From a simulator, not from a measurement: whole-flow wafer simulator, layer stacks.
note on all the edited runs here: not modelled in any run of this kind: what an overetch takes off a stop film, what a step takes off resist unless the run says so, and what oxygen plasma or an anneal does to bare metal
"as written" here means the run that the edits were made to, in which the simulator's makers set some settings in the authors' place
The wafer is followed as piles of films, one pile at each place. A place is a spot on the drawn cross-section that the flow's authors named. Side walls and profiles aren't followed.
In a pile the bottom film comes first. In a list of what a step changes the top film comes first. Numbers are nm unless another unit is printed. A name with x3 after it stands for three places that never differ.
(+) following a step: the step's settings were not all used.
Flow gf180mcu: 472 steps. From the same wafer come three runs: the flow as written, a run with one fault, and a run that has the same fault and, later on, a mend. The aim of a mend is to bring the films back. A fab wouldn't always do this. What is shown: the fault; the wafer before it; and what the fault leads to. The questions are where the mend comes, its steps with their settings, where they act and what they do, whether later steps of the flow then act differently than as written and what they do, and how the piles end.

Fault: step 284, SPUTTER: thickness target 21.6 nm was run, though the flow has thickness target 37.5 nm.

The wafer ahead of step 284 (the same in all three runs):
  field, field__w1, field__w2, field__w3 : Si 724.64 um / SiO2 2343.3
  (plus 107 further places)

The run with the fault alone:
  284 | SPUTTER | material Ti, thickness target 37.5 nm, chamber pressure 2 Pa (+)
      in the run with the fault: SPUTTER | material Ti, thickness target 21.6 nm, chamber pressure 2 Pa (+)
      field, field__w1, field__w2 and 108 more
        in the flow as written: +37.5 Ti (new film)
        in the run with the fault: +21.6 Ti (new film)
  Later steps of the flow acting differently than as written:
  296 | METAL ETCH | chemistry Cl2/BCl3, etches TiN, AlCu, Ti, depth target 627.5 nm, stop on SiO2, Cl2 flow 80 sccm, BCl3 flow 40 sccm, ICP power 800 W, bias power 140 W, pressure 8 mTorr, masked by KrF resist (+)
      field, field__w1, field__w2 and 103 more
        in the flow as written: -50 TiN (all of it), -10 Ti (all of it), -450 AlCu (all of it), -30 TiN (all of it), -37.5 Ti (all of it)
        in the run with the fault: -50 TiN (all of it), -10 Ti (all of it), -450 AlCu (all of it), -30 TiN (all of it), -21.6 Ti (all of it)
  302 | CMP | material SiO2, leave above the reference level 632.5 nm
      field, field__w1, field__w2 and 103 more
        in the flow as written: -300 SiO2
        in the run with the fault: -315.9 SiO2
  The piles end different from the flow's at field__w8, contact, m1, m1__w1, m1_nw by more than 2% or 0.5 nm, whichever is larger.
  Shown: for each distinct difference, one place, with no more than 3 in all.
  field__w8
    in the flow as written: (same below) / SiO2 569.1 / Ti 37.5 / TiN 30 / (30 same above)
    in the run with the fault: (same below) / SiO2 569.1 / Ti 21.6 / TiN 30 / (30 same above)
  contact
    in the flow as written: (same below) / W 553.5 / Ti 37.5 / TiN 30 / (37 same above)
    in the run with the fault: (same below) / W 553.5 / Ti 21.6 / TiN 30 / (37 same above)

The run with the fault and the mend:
  The mend stands after step 284.
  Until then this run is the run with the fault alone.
  284a | SPUTTER | material Ti, thickness target 15.9 nm, chamber pressure 2 Pa (+) (the flow's step 284, run once more with other settings)
      field, field__w1, field__w2 and 108 more
        +15.9 Ti
  Every later step of the flow that is run acts as written at every place that is followed.
  The piles end the same as the flow's at every place that both follow.
